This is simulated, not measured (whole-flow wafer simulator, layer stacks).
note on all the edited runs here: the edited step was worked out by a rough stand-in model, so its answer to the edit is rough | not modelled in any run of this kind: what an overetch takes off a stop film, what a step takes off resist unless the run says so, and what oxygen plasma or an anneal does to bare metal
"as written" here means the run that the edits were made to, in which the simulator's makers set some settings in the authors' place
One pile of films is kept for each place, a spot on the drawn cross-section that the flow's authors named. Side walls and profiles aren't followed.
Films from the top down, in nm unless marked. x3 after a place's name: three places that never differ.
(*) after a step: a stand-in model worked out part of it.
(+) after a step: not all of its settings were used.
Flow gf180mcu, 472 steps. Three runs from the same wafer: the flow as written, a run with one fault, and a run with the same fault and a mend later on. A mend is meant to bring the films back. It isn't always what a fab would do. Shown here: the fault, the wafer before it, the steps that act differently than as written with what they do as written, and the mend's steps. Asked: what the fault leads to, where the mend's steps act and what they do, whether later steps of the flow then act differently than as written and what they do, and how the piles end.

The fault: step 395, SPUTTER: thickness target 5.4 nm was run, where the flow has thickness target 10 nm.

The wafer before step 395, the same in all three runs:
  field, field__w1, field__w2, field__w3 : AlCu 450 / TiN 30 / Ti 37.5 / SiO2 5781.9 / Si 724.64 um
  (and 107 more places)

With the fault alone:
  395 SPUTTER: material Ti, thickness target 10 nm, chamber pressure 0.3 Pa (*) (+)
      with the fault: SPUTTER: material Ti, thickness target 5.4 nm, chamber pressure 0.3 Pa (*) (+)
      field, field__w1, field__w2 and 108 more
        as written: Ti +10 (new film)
        with the fault: Ti +5.4 (new film)
  Later steps of the flow that act differently than as written (2 more steps differ only slightly, by at most 2% or 0.5 nm, whichever is larger, and aren't shown):
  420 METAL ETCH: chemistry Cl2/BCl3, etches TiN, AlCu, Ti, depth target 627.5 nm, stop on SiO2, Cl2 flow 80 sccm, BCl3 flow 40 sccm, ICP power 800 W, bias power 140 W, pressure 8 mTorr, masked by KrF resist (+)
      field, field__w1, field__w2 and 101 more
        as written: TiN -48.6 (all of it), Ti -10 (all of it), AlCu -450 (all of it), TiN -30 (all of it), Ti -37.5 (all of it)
        with the fault: TiN -48.6 (all of it), Ti -5.4 (all of it), AlCu -450 (all of it), TiN -30 (all of it), Ti -37.5 (all of it)
  At the end the piles differ from the flow's by more than 2% or 0.5 nm, whichever is larger, at field__w4, field__w8, contact, m1, m1__w1, mim, mim_1p0, m1_nw.
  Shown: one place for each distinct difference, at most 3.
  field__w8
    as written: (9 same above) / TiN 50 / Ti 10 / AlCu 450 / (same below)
    with the fault: (9 same above) / TiN 50 / Ti 5.4 / AlCu 450 / (same below)
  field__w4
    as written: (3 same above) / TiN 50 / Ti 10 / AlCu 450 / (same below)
    with the fault: (3 same above) / TiN 50 / Ti 5.4 / AlCu 450 / (same below)
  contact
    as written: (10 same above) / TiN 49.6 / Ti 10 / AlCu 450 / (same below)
    with the fault: (10 same above) / TiN 49.6 / Ti 5.4 / AlCu 450 / (same below)

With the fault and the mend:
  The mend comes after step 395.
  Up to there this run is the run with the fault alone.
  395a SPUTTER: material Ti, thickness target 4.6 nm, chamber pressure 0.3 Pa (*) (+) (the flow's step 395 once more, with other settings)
      field, field__w1, field__w2 and 108 more
        Ti +4.6
  No later step of the flow acts differently than as written at any place that is followed.
  At the end the piles are the same as the flow's at every place that both follow.
